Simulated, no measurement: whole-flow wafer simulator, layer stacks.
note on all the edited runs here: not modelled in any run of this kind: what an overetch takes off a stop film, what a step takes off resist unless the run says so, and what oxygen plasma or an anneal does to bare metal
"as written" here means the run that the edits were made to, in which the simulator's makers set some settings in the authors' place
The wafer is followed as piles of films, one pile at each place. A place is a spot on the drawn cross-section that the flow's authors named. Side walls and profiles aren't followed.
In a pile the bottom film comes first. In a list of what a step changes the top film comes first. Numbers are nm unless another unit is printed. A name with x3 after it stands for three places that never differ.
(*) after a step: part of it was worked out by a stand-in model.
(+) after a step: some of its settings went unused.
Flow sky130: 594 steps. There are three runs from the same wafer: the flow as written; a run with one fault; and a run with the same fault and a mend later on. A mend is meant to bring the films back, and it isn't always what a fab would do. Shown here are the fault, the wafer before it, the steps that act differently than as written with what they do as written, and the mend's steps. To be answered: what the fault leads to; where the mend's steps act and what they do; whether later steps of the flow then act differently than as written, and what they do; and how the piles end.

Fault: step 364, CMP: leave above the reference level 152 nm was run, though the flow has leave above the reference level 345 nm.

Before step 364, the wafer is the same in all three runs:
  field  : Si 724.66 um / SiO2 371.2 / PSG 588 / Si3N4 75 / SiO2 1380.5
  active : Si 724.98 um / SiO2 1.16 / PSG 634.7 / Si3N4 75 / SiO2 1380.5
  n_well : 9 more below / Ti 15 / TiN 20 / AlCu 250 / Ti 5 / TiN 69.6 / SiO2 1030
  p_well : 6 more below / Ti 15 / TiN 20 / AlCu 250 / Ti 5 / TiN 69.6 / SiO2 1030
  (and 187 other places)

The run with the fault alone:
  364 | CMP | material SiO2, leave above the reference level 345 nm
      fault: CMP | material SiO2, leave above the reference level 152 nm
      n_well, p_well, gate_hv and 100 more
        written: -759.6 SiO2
        fault: -952.6 SiO2
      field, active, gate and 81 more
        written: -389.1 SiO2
        fault: -582.1 SiO2
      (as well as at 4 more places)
  Steps later in the flow that act otherwise than as written (10 other steps are not shown; they differ only slightly, by no more than 2% or 0.5 nm, whichever is larger):
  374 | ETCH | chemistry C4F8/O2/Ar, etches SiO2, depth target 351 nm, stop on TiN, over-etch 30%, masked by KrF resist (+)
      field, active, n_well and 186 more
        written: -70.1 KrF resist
        fault: -20 KrF resist
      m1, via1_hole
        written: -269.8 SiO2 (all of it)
        fault: -76.8 SiO2 (all of it)
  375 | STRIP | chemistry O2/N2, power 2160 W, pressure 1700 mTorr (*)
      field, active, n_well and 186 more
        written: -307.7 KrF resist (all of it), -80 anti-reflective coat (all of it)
        fault: -357.9 KrF resist (all of it), -80 anti-reflective coat (all of it)
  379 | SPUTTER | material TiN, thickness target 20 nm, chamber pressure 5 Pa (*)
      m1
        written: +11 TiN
        fault: +15.9 TiN
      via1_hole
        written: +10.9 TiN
        fault: +15.8 TiN
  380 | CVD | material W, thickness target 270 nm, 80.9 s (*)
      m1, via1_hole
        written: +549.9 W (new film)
        fault: +352 W (new film)
  At field, active, n_well and 190 more, the piles at the end differ from the flow's by more than 2% or 0.5 nm, whichever is larger.
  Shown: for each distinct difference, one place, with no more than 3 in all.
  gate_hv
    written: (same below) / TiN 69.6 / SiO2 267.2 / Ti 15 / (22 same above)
    fault: (same below) / TiN 69.6 / SiO2 74.2 / Ti 15 / (22 same above)
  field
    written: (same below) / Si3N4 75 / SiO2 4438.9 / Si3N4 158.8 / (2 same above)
    fault: (same below) / Si3N4 75 / SiO2 4245.9 / Si3N4 158.8 / (2 same above)
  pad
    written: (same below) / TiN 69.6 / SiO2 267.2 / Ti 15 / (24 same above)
    fault: (same below) / TiN 69.6 / SiO2 74.2 / Ti 15 / (24 same above)

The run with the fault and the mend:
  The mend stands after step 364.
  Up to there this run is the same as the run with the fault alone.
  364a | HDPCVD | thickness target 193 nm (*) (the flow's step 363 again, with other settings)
      field, active, n_well and 188 more
        +193 SiO2
  Every later step of the flow that is run acts as written, at every place that is followed, to within 2% or 0.5 nm, whichever is larger.
  At every place that both follow, the piles at the end match the flow's.
